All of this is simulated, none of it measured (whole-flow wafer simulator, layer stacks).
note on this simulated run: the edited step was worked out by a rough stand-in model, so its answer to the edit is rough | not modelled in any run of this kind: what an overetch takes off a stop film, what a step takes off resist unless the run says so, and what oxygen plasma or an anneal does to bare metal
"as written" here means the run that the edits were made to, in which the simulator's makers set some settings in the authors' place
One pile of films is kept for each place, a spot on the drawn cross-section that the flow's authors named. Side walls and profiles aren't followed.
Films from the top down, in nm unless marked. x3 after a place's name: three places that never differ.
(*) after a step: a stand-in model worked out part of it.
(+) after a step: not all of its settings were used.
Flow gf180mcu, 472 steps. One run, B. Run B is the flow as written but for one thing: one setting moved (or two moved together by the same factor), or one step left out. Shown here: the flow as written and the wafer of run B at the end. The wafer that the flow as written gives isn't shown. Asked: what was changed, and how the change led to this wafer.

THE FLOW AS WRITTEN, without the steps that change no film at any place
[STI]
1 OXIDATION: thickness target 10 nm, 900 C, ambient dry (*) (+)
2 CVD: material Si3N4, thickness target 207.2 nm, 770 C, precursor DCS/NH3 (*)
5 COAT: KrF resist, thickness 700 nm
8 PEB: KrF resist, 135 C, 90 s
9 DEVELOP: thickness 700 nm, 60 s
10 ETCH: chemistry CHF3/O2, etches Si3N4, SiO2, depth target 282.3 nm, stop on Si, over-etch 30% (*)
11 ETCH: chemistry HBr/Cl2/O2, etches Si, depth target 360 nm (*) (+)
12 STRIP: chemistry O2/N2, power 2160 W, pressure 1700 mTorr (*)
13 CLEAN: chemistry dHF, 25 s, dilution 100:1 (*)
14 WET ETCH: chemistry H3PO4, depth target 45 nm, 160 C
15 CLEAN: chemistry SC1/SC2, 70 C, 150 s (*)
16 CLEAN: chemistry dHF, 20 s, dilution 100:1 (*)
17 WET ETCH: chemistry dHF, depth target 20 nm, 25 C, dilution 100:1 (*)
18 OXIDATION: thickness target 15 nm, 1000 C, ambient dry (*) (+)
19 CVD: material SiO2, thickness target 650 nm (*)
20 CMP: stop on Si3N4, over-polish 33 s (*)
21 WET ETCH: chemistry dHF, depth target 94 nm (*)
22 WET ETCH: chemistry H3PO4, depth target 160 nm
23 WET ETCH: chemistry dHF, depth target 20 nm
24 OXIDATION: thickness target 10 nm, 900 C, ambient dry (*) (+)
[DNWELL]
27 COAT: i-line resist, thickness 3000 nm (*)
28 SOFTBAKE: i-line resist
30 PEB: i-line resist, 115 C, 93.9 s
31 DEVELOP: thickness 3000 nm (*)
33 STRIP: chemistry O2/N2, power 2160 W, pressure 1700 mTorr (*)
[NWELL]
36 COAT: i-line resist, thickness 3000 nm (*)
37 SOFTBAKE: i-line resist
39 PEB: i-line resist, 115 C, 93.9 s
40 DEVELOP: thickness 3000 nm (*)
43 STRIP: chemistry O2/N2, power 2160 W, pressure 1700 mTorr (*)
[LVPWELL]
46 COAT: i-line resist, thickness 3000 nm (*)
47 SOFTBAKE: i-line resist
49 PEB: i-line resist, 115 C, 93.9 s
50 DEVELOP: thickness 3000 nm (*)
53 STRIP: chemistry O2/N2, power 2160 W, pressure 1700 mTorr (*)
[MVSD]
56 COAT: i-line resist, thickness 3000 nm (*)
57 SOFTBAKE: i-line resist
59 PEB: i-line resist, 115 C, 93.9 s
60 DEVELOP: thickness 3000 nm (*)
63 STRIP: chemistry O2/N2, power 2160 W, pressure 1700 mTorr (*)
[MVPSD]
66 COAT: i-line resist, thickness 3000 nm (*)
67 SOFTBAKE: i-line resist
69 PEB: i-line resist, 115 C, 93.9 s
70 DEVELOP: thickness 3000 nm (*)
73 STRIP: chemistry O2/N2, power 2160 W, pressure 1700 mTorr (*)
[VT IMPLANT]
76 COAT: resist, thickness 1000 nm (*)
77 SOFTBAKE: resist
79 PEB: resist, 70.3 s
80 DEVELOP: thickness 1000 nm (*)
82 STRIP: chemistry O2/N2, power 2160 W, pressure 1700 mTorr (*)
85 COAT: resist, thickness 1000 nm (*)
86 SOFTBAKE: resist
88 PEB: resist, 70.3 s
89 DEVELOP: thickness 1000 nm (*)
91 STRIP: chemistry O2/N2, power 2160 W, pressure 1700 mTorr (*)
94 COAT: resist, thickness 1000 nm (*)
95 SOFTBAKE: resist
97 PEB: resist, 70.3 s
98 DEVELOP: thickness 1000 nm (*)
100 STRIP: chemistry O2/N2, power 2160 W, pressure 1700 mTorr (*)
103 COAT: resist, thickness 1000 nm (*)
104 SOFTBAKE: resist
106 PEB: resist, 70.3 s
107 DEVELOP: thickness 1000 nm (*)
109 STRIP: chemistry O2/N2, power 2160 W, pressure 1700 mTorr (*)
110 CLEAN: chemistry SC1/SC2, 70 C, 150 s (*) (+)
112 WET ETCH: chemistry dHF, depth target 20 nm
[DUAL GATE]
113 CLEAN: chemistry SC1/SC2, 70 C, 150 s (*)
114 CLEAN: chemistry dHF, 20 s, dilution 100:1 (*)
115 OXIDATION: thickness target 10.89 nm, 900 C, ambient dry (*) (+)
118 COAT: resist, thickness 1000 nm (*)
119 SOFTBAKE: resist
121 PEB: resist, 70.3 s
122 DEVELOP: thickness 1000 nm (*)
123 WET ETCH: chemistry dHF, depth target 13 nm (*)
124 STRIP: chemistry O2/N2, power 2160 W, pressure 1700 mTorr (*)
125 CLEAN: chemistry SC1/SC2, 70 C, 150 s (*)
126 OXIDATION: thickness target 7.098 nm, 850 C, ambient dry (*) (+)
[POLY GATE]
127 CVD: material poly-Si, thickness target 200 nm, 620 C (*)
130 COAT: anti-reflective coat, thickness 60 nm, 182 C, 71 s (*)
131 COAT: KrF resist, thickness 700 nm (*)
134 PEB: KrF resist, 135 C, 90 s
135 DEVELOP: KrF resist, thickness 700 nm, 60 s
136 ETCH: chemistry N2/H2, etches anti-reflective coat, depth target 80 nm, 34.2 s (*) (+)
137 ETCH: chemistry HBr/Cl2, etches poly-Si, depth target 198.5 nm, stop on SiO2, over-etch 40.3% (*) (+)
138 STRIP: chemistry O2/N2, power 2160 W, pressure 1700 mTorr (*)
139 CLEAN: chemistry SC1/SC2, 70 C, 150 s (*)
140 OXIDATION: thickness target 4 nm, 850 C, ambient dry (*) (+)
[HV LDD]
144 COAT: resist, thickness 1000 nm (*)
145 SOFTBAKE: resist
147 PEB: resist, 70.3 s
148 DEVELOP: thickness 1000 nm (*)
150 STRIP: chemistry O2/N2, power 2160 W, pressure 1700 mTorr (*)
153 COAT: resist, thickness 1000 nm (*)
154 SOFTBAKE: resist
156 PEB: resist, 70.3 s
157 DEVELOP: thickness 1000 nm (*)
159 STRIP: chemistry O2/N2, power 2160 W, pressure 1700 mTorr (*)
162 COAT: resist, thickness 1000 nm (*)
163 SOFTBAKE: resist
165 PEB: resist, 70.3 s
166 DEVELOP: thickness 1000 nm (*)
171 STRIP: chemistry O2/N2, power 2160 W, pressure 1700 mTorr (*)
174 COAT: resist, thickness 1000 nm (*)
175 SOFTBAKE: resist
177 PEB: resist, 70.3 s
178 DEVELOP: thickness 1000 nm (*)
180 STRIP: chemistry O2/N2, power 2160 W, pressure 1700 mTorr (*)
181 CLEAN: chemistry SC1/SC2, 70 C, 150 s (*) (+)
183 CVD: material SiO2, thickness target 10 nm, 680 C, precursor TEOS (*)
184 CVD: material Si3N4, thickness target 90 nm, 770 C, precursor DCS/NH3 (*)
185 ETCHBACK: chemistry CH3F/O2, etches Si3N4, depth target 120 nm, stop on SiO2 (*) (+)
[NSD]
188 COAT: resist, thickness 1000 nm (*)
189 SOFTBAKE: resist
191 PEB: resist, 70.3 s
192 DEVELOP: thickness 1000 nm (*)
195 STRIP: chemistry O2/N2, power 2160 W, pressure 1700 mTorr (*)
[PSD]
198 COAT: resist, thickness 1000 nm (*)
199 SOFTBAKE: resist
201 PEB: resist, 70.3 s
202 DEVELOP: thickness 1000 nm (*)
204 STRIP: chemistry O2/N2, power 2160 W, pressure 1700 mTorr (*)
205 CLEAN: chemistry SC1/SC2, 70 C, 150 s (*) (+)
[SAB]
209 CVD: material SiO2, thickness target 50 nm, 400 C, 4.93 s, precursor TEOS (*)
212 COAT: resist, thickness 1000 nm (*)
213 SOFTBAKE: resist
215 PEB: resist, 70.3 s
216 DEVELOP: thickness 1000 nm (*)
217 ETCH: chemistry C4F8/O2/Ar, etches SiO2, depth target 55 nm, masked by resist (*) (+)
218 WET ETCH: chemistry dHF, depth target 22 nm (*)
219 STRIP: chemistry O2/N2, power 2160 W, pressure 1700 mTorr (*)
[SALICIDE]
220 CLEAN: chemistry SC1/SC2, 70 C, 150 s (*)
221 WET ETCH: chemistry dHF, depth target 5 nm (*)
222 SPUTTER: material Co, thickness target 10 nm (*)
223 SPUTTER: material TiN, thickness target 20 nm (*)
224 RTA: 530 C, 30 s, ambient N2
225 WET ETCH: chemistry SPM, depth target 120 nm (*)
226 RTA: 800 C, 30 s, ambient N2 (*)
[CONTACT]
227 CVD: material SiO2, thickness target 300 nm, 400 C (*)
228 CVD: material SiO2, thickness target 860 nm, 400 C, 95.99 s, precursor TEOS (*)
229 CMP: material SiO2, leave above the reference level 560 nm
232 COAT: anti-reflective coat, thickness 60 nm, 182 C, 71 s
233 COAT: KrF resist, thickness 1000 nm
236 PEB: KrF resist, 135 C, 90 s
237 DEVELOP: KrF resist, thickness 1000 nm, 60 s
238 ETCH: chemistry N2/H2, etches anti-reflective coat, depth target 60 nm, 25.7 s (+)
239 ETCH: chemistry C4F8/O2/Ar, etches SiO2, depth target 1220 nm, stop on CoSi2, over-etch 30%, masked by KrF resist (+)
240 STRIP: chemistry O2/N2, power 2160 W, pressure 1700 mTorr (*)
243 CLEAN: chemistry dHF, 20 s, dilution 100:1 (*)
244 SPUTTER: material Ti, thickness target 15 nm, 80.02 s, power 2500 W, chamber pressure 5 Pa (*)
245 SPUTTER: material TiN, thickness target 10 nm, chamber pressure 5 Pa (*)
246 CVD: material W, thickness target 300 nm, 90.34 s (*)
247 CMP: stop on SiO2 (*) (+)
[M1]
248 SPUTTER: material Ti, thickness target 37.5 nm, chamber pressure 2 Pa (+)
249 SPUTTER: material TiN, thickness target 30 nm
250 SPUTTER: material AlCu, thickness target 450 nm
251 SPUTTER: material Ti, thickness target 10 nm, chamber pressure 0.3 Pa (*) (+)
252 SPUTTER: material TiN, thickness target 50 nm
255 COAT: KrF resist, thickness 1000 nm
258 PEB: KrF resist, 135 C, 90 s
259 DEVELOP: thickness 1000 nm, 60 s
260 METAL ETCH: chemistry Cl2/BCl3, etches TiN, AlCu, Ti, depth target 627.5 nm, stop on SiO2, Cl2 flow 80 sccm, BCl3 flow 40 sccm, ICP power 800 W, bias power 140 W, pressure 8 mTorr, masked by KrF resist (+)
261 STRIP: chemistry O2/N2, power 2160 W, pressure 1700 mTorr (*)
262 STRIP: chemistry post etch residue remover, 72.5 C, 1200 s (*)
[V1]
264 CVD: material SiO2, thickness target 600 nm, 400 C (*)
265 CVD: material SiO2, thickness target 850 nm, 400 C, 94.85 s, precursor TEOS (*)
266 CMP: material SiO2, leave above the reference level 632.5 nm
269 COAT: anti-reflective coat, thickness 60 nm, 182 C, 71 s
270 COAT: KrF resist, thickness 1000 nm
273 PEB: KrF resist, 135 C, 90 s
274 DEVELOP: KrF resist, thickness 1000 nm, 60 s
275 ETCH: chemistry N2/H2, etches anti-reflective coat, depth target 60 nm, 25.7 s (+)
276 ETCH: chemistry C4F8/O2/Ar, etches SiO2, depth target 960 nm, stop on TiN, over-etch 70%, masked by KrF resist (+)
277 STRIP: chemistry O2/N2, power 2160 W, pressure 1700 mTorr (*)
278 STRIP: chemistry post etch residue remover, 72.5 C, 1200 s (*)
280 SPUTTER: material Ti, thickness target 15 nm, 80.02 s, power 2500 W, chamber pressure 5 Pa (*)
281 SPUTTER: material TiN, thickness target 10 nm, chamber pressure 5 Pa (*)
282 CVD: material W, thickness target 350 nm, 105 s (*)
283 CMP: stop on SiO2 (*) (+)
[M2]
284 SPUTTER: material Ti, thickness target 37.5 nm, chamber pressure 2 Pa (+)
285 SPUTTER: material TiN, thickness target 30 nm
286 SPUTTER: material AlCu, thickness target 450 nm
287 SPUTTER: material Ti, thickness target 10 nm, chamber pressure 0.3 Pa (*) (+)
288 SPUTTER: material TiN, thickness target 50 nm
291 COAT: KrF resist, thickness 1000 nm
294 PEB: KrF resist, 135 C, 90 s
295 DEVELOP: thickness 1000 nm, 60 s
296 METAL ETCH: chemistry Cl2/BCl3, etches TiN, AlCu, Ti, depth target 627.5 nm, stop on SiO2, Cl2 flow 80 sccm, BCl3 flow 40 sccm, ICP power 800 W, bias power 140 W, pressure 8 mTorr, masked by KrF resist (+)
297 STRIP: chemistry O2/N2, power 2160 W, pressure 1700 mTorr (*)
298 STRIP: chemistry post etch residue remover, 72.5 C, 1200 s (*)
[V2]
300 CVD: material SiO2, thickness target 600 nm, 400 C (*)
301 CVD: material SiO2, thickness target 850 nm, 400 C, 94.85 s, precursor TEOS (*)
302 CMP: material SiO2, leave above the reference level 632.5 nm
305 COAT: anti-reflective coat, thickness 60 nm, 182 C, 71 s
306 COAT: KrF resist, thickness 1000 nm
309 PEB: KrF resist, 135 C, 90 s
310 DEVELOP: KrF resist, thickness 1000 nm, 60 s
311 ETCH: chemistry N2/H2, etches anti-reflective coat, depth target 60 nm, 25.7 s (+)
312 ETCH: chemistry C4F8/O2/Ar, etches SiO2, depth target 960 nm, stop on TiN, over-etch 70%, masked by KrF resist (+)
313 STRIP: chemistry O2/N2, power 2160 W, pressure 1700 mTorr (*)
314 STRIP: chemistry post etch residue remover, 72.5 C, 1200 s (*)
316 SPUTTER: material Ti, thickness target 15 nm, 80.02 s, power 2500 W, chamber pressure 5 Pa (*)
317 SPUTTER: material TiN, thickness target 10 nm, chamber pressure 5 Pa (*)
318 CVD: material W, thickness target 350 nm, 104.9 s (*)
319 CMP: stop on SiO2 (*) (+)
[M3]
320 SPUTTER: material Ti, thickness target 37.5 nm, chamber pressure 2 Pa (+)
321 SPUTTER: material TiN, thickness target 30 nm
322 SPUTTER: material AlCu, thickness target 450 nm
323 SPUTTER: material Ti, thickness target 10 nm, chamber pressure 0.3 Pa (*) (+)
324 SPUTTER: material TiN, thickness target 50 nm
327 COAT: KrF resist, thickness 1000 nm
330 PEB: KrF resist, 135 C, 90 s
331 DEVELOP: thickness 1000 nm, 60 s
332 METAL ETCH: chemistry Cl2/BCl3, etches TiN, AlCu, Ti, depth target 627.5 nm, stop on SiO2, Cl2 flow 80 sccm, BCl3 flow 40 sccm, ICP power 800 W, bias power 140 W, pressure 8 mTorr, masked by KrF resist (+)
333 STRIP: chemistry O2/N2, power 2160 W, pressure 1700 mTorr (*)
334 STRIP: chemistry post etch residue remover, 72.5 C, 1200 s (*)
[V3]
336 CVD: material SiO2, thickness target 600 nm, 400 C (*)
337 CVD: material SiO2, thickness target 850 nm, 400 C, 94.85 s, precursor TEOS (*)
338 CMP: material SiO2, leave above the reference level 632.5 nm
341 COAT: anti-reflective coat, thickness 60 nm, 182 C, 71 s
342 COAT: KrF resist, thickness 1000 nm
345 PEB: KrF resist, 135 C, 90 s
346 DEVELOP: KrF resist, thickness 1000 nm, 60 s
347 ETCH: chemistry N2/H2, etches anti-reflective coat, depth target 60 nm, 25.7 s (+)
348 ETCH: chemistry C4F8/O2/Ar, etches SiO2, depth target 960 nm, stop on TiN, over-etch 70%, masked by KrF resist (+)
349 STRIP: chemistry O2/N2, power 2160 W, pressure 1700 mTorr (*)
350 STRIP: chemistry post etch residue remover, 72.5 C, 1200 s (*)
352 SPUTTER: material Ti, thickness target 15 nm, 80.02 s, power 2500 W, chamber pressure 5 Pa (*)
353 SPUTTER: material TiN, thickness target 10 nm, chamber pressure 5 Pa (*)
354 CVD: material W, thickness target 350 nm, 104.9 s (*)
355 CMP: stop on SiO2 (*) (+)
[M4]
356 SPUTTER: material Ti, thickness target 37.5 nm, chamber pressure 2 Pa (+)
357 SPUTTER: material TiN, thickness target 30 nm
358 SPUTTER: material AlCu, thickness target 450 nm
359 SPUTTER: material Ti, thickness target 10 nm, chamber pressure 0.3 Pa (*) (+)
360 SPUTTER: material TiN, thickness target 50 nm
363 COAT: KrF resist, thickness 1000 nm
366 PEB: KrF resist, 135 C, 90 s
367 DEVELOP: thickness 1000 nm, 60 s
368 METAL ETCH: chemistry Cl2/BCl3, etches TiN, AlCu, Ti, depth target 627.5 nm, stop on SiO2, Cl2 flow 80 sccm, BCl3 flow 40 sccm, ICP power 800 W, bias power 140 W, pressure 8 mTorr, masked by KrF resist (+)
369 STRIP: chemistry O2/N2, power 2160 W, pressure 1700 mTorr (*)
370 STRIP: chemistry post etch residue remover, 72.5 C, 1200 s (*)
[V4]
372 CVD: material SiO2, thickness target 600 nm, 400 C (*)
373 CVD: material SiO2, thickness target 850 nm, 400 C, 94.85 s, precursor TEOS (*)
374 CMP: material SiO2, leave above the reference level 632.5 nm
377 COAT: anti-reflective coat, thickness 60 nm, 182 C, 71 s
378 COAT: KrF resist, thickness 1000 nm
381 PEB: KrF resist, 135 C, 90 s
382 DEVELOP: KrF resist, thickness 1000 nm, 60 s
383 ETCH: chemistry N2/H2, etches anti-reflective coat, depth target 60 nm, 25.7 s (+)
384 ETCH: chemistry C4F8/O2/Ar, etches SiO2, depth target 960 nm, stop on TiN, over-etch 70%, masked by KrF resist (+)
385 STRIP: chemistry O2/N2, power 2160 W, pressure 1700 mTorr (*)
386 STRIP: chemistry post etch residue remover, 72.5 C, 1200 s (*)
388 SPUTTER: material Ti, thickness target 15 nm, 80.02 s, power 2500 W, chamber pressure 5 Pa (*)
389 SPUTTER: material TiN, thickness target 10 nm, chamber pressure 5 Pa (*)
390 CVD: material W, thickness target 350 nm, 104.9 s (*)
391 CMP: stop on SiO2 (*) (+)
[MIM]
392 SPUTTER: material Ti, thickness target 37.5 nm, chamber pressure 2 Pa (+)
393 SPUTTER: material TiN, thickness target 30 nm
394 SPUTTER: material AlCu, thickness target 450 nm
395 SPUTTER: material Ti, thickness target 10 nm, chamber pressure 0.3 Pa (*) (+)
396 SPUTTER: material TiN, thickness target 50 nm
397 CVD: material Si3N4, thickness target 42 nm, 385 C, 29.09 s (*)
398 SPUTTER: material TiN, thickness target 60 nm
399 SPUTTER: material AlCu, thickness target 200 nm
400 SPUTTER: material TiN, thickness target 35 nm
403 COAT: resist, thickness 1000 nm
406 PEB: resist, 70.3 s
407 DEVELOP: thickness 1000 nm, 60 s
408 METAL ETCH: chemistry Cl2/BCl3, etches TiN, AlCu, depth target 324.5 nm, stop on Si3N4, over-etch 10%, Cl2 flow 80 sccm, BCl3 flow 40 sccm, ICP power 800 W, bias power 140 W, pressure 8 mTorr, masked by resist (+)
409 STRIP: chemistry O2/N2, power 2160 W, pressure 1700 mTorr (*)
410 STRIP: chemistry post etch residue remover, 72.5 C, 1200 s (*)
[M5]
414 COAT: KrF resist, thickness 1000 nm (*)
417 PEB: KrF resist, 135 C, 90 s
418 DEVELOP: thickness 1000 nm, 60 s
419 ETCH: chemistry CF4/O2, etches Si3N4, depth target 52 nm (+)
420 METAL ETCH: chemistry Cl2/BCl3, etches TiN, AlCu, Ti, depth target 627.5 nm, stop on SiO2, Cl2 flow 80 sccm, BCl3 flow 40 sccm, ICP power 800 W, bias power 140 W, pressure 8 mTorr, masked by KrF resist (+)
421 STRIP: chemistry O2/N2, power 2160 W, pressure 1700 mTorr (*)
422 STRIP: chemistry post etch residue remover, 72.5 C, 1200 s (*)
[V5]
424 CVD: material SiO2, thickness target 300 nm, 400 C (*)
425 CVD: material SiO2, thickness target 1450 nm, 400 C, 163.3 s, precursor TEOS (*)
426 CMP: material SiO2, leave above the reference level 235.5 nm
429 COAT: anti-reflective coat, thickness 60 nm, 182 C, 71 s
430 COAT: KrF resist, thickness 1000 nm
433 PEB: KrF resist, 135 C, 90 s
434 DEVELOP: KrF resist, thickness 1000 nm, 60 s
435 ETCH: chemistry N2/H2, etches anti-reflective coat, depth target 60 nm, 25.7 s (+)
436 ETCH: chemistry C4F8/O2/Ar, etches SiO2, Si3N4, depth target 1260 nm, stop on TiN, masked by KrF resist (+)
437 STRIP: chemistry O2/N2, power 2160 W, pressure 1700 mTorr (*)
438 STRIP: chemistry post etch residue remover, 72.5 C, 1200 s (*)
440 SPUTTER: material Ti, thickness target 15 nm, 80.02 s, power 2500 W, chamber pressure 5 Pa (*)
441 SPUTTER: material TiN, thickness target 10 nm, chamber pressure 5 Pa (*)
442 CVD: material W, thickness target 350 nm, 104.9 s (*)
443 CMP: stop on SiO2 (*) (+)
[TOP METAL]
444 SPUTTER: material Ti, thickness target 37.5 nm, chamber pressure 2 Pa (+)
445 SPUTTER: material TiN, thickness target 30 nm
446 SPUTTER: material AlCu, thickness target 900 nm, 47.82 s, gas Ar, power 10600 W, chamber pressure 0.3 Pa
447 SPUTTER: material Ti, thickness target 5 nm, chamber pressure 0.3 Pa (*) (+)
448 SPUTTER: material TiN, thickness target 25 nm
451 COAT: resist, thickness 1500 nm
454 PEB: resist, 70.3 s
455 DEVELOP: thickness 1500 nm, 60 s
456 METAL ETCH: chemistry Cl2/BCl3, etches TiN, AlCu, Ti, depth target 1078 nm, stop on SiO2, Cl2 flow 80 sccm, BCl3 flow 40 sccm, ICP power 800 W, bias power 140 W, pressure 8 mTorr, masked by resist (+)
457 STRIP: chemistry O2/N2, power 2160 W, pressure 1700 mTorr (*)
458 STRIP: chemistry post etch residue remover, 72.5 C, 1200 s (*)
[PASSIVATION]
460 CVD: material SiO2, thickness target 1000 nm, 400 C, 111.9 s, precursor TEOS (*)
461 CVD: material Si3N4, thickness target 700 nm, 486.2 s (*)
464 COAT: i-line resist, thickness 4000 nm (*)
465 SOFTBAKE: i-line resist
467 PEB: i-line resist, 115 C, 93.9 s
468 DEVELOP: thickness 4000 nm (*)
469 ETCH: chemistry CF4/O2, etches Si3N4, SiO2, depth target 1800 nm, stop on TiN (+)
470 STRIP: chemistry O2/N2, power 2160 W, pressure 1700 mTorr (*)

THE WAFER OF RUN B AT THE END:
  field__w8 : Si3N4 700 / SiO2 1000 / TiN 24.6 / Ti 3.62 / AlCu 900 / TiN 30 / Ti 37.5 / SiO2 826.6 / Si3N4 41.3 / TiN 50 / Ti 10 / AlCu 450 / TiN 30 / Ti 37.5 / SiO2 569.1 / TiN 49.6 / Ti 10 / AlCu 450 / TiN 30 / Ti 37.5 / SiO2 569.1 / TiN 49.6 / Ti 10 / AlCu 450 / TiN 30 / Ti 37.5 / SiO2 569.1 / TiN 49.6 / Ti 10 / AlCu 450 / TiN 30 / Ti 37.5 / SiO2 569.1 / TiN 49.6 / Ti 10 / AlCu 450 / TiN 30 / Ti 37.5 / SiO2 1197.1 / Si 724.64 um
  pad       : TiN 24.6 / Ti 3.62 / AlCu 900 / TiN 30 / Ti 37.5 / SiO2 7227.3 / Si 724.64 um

The cause: step 447, SPUTTER: thickness target 3.62 nm was run, where the flow has thickness target 5 nm.
It can be read off the wafer: field__w8 has Ti 3.62, and step 447 as written asks for 5 nm.

How the change led to this, step by step:
  447 SPUTTER: material Ti, thickness target 5 nm, chamber pressure 0.3 Pa (*) (+)
      field, field__w1, field__w2 and 109 more: Ti +3.62 (new film) (as written it would be: Ti +5 (new film))
  456 METAL ETCH: chemistry Cl2/BCl3, etches TiN, AlCu, Ti, depth target 1078 nm, stop on SiO2, Cl2 flow 80 sccm, BCl3 flow 40 sccm, ICP power 800 W, bias power 140 W, pressure 8 mTorr, masked by resist (+)
      field, field__w1, field__w2 and 103 more: TiN -25 (all of it), Ti -3.62 (all of it), AlCu -900 (all of it), TiN -30 (all of it), Ti -37.5 (all of it) (as written it would be: TiN -25 (all of it), Ti -5 (all of it), AlCu -900 (all of it), TiN -30 (all of it), Ti -37.5 (all of it))
